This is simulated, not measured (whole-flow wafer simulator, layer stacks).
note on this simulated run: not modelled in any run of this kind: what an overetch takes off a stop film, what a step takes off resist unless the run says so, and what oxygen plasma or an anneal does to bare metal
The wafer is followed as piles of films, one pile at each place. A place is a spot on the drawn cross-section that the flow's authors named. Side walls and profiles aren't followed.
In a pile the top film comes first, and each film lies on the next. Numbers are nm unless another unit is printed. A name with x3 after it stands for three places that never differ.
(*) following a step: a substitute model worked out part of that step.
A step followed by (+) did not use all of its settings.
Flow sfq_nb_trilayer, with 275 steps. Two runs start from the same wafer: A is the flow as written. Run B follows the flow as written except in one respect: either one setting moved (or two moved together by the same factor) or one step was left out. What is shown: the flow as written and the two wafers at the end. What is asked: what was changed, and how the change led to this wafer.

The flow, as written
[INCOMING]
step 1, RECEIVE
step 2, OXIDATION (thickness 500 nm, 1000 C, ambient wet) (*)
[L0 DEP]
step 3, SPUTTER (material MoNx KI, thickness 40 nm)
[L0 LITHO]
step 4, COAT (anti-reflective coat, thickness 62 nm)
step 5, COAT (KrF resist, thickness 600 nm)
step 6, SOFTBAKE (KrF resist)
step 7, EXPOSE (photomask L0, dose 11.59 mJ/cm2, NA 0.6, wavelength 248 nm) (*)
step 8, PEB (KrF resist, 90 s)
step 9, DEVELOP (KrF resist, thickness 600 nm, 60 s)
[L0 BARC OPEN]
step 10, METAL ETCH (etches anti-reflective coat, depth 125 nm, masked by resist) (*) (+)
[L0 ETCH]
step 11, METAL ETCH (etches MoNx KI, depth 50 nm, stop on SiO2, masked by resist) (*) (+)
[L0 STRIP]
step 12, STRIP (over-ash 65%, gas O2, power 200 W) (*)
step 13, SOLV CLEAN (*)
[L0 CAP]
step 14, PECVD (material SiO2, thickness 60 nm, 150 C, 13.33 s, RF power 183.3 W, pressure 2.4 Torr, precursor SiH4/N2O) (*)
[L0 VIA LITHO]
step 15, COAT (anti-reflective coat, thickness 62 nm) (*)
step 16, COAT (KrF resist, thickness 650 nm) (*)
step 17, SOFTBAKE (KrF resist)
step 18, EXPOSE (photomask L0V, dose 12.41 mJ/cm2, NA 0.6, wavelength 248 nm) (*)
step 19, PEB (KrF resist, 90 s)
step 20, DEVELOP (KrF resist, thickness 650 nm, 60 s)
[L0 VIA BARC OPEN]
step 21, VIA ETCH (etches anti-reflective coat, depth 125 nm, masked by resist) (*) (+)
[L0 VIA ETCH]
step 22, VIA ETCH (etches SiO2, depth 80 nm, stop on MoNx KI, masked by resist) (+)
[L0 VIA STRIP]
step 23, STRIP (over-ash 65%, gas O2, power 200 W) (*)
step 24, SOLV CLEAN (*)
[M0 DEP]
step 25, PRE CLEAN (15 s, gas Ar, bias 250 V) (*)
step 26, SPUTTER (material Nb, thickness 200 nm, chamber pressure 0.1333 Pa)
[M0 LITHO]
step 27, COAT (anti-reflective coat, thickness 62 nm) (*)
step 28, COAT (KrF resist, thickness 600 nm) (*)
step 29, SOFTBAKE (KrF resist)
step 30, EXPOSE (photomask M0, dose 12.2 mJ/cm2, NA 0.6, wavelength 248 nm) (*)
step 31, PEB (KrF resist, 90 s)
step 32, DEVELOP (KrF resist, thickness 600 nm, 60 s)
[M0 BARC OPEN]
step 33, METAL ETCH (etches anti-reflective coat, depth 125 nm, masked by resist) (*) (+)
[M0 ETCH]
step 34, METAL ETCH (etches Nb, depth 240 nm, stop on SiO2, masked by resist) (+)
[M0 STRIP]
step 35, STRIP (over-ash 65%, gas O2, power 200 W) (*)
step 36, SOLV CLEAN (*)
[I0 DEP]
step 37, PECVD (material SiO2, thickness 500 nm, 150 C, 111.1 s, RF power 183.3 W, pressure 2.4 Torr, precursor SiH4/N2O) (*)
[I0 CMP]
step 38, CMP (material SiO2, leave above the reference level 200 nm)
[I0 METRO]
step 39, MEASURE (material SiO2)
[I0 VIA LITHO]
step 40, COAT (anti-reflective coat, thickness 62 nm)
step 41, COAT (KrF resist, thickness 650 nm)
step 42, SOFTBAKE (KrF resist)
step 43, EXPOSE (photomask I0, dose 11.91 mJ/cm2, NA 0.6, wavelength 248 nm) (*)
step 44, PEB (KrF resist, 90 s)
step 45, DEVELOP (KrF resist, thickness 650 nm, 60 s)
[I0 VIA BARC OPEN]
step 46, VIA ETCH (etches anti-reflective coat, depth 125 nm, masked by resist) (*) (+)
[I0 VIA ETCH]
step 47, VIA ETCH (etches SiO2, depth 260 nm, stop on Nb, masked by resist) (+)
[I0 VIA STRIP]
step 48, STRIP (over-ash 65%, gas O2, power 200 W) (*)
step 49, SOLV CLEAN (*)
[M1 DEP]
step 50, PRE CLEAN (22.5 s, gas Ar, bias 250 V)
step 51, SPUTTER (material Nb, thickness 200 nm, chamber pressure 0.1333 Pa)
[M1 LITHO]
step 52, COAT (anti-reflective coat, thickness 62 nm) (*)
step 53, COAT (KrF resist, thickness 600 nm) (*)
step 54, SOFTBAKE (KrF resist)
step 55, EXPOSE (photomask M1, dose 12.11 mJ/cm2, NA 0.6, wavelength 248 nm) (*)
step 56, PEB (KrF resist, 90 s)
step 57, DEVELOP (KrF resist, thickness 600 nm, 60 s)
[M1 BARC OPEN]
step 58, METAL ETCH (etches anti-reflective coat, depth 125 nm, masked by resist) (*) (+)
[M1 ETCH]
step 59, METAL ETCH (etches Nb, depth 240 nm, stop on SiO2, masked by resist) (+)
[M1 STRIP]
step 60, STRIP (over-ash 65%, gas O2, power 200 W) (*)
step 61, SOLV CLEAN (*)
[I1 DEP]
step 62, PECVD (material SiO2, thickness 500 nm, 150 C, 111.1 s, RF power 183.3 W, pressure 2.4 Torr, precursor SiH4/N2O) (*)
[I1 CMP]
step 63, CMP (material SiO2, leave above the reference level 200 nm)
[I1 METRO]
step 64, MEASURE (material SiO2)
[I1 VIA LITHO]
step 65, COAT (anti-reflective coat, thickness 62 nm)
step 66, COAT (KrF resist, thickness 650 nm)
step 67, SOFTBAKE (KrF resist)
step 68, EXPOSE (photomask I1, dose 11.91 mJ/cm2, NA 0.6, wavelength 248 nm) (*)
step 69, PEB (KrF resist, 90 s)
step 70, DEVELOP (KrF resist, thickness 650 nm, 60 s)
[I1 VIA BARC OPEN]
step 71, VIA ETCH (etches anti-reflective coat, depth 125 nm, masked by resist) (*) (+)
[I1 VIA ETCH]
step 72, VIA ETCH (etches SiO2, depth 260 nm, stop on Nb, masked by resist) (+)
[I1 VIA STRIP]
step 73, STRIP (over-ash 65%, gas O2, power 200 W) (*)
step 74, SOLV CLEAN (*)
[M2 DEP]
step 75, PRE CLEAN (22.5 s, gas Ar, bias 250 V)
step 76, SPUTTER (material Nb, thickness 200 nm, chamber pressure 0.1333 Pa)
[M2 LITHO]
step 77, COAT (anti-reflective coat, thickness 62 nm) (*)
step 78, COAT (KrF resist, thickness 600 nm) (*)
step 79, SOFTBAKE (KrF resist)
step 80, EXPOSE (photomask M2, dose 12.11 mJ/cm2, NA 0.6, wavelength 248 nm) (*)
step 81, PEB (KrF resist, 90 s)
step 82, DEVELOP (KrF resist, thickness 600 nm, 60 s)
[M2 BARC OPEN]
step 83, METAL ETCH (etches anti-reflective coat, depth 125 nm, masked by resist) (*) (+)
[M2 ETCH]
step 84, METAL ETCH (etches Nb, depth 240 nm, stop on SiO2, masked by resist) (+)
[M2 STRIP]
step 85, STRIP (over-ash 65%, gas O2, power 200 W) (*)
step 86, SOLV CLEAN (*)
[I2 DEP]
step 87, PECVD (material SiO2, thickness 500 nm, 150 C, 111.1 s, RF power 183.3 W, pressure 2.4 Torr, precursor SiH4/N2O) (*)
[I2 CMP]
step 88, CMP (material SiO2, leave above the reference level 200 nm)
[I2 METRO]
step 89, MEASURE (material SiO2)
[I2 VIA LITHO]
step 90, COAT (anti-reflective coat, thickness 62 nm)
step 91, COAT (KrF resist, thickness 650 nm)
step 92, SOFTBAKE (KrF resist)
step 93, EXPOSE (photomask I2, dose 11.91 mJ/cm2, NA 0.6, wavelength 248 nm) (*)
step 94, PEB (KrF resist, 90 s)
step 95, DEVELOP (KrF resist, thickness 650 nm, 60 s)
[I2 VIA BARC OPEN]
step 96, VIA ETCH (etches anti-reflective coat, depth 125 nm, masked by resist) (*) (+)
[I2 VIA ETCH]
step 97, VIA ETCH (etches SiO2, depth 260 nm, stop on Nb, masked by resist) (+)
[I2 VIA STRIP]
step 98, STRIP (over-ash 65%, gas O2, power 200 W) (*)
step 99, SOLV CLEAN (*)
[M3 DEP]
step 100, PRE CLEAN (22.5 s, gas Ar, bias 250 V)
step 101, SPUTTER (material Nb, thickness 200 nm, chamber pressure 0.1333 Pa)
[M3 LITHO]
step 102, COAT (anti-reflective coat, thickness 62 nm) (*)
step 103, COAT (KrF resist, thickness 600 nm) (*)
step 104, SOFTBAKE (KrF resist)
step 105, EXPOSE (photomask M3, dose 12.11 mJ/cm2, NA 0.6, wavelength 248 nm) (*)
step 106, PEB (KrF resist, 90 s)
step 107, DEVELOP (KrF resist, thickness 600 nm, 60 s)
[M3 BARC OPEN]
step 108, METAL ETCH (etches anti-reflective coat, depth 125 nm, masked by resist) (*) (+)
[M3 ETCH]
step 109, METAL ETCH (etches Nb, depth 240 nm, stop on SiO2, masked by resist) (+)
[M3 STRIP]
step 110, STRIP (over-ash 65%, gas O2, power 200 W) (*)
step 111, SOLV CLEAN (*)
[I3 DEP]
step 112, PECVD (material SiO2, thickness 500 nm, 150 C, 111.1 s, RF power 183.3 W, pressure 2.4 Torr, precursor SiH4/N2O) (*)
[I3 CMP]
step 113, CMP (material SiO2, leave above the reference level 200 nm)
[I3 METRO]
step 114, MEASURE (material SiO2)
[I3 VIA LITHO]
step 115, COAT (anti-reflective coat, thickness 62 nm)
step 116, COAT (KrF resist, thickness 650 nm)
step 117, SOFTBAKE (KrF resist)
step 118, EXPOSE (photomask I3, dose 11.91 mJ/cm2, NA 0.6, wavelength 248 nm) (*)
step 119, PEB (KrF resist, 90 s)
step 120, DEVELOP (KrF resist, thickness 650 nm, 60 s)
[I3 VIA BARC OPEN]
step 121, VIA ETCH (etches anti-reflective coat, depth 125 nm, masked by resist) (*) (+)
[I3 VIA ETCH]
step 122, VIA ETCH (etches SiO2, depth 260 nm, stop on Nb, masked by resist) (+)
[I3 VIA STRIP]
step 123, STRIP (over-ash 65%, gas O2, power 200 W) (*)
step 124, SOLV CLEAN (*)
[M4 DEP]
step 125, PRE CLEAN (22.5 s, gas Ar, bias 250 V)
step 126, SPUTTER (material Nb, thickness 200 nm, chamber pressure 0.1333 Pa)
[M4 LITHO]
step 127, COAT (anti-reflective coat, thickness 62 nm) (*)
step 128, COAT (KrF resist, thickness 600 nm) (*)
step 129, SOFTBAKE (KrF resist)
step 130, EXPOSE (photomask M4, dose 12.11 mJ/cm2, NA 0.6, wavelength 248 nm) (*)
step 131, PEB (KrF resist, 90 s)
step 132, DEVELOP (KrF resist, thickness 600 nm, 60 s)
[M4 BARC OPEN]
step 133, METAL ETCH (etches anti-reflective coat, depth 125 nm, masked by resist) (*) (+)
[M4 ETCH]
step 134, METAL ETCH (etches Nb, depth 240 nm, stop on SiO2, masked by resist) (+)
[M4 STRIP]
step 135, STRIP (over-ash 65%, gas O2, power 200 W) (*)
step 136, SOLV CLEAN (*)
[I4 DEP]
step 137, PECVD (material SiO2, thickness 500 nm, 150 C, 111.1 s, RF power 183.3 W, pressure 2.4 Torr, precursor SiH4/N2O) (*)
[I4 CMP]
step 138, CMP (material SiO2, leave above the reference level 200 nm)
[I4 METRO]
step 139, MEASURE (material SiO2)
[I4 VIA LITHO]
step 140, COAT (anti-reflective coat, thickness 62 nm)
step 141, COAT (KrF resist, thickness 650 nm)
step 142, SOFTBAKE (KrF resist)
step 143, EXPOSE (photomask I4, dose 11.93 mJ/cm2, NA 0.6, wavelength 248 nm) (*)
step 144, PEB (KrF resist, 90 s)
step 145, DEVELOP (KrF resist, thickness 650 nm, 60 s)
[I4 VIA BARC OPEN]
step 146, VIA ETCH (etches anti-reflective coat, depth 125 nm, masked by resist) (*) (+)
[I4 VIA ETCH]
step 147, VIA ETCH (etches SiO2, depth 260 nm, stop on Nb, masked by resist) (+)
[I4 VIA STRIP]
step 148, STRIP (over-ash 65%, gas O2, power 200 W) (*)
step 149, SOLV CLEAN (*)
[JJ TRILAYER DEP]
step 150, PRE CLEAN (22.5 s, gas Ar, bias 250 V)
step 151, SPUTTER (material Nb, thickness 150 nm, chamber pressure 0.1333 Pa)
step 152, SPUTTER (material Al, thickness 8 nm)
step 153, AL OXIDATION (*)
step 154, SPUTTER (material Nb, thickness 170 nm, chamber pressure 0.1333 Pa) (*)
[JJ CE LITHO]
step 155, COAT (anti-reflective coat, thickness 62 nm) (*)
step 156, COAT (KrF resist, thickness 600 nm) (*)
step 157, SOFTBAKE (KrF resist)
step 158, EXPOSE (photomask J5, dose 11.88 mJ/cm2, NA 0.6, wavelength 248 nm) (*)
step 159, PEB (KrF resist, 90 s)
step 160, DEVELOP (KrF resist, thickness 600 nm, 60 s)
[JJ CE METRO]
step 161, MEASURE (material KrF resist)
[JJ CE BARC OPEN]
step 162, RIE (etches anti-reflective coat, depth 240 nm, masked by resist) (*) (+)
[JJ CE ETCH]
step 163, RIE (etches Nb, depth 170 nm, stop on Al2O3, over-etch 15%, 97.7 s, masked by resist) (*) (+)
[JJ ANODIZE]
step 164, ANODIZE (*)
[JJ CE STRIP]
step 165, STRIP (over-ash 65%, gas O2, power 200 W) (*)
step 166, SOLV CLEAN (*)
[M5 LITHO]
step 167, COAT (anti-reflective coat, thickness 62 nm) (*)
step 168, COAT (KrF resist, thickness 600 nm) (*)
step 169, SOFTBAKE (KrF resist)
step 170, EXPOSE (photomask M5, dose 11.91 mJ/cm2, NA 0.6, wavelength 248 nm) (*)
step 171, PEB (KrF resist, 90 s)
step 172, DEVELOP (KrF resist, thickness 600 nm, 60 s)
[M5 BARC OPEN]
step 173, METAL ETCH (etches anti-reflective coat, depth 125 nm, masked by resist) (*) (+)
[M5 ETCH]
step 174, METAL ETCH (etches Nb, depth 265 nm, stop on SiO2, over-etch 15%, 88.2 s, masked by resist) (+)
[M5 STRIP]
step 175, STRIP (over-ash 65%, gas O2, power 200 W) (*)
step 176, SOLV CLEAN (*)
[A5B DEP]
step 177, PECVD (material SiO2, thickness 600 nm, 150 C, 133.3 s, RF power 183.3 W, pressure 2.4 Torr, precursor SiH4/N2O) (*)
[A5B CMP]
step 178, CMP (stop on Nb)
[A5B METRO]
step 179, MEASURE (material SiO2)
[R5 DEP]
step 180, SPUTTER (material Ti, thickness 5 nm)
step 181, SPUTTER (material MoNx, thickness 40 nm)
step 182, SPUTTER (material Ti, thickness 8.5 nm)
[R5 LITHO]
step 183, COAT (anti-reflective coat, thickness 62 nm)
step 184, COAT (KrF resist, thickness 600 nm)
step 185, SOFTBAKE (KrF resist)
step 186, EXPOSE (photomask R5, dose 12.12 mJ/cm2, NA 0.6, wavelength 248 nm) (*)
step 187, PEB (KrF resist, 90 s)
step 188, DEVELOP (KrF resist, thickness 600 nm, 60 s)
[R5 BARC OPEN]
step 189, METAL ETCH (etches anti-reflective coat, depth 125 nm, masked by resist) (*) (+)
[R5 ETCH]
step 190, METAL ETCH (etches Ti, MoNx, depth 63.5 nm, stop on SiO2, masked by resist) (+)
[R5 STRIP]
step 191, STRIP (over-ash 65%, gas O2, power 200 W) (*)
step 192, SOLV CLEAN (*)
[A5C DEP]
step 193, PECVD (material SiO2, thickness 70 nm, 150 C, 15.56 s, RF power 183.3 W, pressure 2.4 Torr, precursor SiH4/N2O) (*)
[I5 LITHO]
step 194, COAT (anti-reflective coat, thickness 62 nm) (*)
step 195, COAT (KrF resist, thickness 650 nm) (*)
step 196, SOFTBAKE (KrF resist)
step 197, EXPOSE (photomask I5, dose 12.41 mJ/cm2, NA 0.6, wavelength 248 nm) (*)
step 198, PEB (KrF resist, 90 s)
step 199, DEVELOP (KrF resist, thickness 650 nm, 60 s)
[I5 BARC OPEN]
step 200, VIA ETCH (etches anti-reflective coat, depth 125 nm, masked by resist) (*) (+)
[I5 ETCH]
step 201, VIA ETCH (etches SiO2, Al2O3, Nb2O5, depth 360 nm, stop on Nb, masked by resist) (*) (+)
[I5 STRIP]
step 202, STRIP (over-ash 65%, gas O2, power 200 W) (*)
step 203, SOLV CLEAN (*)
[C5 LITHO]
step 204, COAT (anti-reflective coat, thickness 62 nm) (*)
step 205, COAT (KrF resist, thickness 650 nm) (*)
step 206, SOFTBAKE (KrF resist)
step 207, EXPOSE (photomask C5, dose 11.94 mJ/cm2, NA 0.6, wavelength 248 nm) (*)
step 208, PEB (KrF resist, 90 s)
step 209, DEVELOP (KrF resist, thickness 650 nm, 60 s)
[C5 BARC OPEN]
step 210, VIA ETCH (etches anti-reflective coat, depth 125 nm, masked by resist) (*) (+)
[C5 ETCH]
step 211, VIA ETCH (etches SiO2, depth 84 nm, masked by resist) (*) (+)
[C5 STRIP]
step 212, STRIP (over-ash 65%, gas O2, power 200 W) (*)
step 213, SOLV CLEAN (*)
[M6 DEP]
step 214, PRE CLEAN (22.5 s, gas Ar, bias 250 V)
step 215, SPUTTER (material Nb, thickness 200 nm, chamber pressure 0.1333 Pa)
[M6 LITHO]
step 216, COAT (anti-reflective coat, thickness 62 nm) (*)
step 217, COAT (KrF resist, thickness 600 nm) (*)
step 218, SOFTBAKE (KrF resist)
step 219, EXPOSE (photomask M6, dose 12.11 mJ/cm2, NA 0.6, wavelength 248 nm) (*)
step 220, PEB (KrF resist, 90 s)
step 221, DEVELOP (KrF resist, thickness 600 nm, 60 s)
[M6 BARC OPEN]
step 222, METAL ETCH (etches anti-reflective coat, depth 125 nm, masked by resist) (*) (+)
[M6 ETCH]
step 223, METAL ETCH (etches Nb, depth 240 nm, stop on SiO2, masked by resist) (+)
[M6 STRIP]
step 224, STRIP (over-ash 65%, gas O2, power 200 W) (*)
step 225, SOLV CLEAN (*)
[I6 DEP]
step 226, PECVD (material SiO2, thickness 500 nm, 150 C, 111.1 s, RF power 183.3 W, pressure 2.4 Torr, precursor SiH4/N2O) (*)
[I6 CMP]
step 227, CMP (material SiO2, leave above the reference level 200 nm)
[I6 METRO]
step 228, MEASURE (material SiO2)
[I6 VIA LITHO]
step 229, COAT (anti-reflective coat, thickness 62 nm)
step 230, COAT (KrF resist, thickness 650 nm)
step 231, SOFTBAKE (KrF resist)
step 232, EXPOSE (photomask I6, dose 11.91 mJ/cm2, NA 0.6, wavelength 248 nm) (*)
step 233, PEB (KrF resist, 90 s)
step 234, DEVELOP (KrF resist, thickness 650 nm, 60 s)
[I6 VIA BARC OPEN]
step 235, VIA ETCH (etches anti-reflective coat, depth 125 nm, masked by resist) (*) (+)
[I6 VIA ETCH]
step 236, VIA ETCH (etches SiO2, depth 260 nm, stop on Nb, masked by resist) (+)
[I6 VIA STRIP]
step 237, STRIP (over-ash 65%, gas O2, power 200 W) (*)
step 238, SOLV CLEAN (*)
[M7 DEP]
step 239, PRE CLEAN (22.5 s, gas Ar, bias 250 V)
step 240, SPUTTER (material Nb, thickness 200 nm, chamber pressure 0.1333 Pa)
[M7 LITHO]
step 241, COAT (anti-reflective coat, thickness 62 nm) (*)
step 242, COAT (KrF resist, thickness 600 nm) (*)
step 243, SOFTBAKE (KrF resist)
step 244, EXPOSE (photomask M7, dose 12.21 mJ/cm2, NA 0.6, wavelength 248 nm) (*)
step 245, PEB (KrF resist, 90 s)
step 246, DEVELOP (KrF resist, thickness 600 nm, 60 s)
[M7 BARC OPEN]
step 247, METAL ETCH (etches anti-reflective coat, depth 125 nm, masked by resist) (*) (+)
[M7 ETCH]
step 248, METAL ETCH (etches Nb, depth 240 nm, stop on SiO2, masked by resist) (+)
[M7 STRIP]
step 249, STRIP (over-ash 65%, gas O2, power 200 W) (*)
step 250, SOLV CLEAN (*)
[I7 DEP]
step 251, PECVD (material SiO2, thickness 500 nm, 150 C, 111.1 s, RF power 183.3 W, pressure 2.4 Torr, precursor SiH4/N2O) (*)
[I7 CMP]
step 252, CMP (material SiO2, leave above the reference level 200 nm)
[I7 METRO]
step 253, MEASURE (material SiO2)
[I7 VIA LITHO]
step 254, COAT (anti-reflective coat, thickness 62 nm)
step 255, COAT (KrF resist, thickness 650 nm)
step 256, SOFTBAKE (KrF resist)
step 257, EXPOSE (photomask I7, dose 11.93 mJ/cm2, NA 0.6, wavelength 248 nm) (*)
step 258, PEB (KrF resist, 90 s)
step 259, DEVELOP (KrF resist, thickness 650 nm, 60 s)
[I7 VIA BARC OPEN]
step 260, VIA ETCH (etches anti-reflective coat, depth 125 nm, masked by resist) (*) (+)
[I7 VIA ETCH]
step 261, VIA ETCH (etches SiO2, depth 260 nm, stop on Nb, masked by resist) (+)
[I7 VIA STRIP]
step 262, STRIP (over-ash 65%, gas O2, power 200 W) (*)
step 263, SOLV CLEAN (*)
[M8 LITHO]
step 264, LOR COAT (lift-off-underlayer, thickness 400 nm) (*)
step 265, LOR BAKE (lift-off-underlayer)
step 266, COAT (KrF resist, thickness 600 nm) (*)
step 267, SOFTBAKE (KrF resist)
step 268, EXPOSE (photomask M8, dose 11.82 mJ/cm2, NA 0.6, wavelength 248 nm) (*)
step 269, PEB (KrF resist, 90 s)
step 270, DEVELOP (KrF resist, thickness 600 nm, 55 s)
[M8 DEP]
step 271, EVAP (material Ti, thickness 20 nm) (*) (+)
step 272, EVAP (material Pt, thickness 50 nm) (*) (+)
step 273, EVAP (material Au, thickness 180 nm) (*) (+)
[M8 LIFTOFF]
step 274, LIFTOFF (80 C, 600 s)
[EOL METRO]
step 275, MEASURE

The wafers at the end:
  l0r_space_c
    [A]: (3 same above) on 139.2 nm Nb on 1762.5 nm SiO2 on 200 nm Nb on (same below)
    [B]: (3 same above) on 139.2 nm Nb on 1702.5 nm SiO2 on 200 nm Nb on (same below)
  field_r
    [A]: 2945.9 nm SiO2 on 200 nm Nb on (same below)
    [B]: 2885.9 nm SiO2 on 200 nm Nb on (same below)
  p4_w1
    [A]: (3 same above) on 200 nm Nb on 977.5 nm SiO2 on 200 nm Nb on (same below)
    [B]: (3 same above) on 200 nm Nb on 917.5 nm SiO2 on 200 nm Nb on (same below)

Cause: step 38, CMP: leave above the reference level 140 nm was run, though the flow has leave above the reference level 200 nm.

The path from the change to this, step by step:
  step 38, CMP (material SiO2, leave above the reference level 200 nm)
      v_sur, via_wl, via_w and 94 more: A -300 SiO2 | B -360 SiO2
      field_l, l0_sur, l0r_line_l, l0r_line_c, l0r_line_r: A -340 SiO2 | B -400 SiO2
      (and at 4 other places as well)
  step 47, VIA ETCH (etches SiO2, depth 260 nm, stop on Nb, masked by resist) (+)
      field_l, v_sur, via_wl and 102 more: A -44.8 KrF resist | B -36.2 KrF resist
      via_w: A -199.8 SiO2 (all of it) | B -139.8 SiO2 (all of it)
  step 51, SPUTTER (material Nb, thickness 200 nm, chamber pressure 0.1333 Pa)
      via_w: A +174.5 Nb | B +186.7 Nb
  step 52, COAT (anti-reflective coat, thickness 62 nm) (*)
      via_wl: A +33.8 anti-reflective coat (new film) | B +35.9 anti-reflective coat (new film)
      via_w: A +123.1 anti-reflective coat (new film) | B +109.4 anti-reflective coat (new film)
      (and at 1 other place as well)
  step 53, COAT (KrF resist, thickness 600 nm) (*)
      via_w: A +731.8 KrF resist (new film) | B +682.9 KrF resist (new film)
  step 60, STRIP (over-ash 65%, gas O2, power 200 W) (*)
      via_wl: A -385.5 KrF resist (all of it), -33.8 anti-reflective coat (all of it) | B -390.7 KrF resist (all of it), -35.9 anti-reflective coat (all of it)
      via_w: A -513.8 KrF resist (all of it), -123.1 anti-reflective coat (all of it) | B -465.1 KrF resist (all of it), -109.4 anti-reflective coat (all of it)
      (and at 1 other place as well)
  step 62, PECVD (material SiO2, thickness 500 nm, 150 C, 111.1 s, RF power 183.3 W, pressure 2.4 Torr, precursor SiH4/N2O) (*)
      via_w: A +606 SiO2 (new film) | B +509.3 SiO2 (new film)
  step 63, CMP (material SiO2, leave above the reference level 200 nm)
      via_w: A -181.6 SiO2 | B -157.1 SiO2
